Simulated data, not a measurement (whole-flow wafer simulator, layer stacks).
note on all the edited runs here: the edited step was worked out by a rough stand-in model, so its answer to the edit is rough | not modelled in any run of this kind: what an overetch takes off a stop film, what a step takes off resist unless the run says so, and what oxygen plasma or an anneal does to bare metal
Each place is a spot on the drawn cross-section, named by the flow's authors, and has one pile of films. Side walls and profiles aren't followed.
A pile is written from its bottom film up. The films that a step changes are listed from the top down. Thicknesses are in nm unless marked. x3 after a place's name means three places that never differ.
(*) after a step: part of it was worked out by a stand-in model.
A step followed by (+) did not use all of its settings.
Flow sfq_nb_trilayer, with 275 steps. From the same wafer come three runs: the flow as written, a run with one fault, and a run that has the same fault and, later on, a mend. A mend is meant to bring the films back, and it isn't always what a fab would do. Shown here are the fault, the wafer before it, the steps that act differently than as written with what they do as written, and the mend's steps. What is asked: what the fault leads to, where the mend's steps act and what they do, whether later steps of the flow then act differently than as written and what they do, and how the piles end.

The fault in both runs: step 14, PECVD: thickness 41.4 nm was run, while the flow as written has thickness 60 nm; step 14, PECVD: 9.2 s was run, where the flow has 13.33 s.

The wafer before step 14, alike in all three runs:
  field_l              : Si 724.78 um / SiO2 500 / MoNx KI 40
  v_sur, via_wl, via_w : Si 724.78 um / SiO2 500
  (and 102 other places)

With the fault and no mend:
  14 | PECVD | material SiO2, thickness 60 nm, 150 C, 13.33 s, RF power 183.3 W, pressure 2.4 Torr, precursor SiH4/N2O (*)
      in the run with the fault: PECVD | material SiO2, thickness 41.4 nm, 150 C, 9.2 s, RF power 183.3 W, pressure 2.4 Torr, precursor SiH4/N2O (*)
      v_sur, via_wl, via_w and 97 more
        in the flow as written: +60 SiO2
        in the run with the fault: +41.4 SiO2
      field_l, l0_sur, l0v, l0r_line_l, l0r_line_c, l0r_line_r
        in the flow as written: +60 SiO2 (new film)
        in the run with the fault: +41.4 SiO2 (new film)
  Steps later in the flow that act otherwise than as written (11 other steps are not shown; they differ only slightly, by no more than 2% or 0.5 nm, whichever is larger):
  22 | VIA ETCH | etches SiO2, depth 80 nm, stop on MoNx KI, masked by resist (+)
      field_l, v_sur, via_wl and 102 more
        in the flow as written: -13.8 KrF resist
        in the run with the fault: -10.7 KrF resist
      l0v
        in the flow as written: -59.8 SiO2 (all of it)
        in the run with the fault: -41.2 SiO2 (all of it)
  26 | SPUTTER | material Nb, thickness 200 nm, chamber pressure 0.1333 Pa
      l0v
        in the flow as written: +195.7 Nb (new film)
        in the run with the fault: +200 Nb (new film)
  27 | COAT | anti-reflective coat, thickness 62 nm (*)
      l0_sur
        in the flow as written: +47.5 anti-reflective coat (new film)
        in the run with the fault: +49.5 anti-reflective coat (new film)
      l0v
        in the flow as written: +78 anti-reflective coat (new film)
        in the run with the fault: +71.9 anti-reflective coat (new film)
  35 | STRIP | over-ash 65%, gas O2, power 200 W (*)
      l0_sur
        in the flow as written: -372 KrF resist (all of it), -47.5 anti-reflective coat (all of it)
        in the run with the fault: -373.3 KrF resist (all of it), -49.5 anti-reflective coat (all of it)
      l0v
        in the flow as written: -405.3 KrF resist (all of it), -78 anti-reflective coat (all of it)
        in the run with the fault: -393.1 KrF resist (all of it), -71.9 anti-reflective coat (all of it)
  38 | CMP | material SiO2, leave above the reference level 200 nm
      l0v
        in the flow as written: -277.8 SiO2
        in the run with the fault: -300.7 SiO2
  The piles end different from the flow's at field_l, v_sur, via_wl and 100 more by more than 2% or 0.5 nm, whichever is larger.
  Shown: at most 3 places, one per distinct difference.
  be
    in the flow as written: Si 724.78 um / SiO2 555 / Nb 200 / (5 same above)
    in the run with the fault: Si 724.78 um / SiO2 536.4 / Nb 200 / (5 same above)
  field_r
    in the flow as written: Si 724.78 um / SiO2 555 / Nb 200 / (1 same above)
    in the run with the fault: Si 724.78 um / SiO2 536.4 / Nb 200 / (1 same above)
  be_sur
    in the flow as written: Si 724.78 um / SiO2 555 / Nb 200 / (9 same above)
    in the run with the fault: Si 724.78 um / SiO2 536.4 / Nb 200 / (9 same above)

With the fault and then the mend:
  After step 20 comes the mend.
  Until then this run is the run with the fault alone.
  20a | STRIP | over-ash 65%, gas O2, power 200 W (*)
      p4_fl x3, p4_w1 x9, p4_g1 x2 and 59 more
        -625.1 KrF resist (all of it), -62 anti-reflective coat (all of it)
      jj_sur, ce_l, c5j, ce_r, sp_r, be_r, r_sur
        -632 KrF resist (all of it), -63.7 anti-reflective coat (all of it)
      gap, res, r_end
        -632.1 KrF resist (all of it), -63.7 anti-reflective coat (all of it)
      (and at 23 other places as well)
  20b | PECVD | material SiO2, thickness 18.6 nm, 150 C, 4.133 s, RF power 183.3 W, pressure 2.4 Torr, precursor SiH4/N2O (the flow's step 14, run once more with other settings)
      field_l, v_sur, via_wl and 103 more
        +18.6 SiO2
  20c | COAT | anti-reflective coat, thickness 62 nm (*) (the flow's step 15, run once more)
      p4_fl x3, p4_w1 x9, p4_g1 x2 and 59 more
        +62 anti-reflective coat (new film)
      be_sur, gap, jj_sur and 8 more
        +63.7 anti-reflective coat (new film)
      wire, be, moat, field_r, lsp_l
        +63.8 anti-reflective coat (new film)
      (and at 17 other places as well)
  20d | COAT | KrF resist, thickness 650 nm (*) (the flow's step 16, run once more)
      p4_fl x3, p4_w1 x9, p4_g1 x2 and 59 more
        +650 KrF resist (new film)
      jj_sur, ce_l, c5j, ce_r, sp_r, be_r, r_sur
        +656.9 KrF resist (new film)
      l0r_line_l, l0r_line_c, l0r_line_r
        +646 KrF resist (new film)
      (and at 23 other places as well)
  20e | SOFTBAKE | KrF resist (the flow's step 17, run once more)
      does not change any film at any place that is followed
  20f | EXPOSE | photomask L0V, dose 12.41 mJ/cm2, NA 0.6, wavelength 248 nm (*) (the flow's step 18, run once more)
      does not change any film at any place that is followed
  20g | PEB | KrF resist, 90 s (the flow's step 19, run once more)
      p4_fl x3, p4_w1 x9, p4_g1 x2 and 59 more
        -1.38 KrF resist
      via_v, wire, be and 15 more
        -1.39 KrF resist
      v_sur, via_w, via_wr, via_sp, lsp_m, ln_m6, lsp_r
        -1.4 KrF resist
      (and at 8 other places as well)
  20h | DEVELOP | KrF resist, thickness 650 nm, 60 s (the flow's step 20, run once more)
      field_l, v_sur, via_wl and 102 more
        -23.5 KrF resist
      l0v
        -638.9 KrF resist (all of it)
  Every later step of the flow that is run acts as written, at every place that is followed, to within 2% or 0.5 nm, whichever is larger.
  The piles end the same as the flow's at every place that both follow.
